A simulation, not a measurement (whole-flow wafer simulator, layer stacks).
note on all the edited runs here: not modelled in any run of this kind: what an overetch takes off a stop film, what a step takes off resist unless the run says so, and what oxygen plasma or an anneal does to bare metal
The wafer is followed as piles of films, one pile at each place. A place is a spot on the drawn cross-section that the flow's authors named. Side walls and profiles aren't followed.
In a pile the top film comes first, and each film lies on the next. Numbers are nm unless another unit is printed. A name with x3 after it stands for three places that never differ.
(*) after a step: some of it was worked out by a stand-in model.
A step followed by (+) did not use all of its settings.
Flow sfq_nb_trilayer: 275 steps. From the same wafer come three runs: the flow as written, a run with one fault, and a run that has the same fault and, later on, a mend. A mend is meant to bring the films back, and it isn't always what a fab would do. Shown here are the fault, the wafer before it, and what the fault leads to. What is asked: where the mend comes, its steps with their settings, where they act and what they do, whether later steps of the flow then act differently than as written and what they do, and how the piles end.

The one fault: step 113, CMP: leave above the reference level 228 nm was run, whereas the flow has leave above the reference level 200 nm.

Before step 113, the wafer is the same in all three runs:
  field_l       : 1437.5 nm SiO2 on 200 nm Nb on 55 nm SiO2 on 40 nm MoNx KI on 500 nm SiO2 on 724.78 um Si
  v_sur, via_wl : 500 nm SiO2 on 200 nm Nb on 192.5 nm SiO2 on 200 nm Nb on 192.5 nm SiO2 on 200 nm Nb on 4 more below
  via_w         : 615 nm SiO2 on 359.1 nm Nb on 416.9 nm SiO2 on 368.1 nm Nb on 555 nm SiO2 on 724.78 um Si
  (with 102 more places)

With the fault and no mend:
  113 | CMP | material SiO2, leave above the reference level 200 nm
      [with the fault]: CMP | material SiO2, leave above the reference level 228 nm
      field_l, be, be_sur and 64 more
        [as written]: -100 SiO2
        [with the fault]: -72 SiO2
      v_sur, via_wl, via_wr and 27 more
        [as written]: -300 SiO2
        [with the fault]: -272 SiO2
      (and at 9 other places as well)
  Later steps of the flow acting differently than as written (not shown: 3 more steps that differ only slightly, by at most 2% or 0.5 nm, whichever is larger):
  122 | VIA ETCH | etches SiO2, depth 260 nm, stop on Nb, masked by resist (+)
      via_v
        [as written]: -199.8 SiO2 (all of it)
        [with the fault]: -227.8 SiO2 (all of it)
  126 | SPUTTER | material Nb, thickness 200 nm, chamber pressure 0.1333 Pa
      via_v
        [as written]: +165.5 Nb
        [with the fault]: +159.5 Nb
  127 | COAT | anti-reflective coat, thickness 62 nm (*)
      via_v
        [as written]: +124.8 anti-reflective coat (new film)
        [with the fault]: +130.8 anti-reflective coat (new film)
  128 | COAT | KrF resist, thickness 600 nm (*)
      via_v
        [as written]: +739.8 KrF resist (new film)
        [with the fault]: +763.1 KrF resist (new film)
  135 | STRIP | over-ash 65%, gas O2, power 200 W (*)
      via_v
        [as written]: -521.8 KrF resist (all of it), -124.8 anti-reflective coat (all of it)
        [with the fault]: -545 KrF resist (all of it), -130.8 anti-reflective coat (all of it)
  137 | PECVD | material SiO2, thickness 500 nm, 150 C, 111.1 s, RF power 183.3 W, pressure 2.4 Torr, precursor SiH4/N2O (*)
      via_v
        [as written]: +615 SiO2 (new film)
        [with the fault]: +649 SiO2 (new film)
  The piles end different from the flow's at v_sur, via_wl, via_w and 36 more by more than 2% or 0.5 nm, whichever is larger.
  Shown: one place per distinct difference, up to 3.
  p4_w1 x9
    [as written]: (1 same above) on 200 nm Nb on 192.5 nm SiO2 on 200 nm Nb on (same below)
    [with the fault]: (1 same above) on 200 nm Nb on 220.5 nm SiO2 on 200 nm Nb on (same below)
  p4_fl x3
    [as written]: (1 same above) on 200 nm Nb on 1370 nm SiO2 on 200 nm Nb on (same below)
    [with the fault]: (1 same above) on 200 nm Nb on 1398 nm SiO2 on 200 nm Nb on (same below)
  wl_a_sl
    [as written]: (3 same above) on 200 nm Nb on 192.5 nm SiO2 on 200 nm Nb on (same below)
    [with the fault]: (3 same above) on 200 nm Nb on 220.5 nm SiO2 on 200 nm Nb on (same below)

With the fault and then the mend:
  After step 114 comes the mend.
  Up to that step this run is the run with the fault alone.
  114a | CMP | material SiO2, leave above the reference level 200 nm (the flow's step 113, run once more)
      field_l, v_sur, via_wl and 103 more
        -28 SiO2
  None of the later steps of the flow acts differently than as written at any place that is followed.
  The piles end the same as the flow's at every place that both follow.
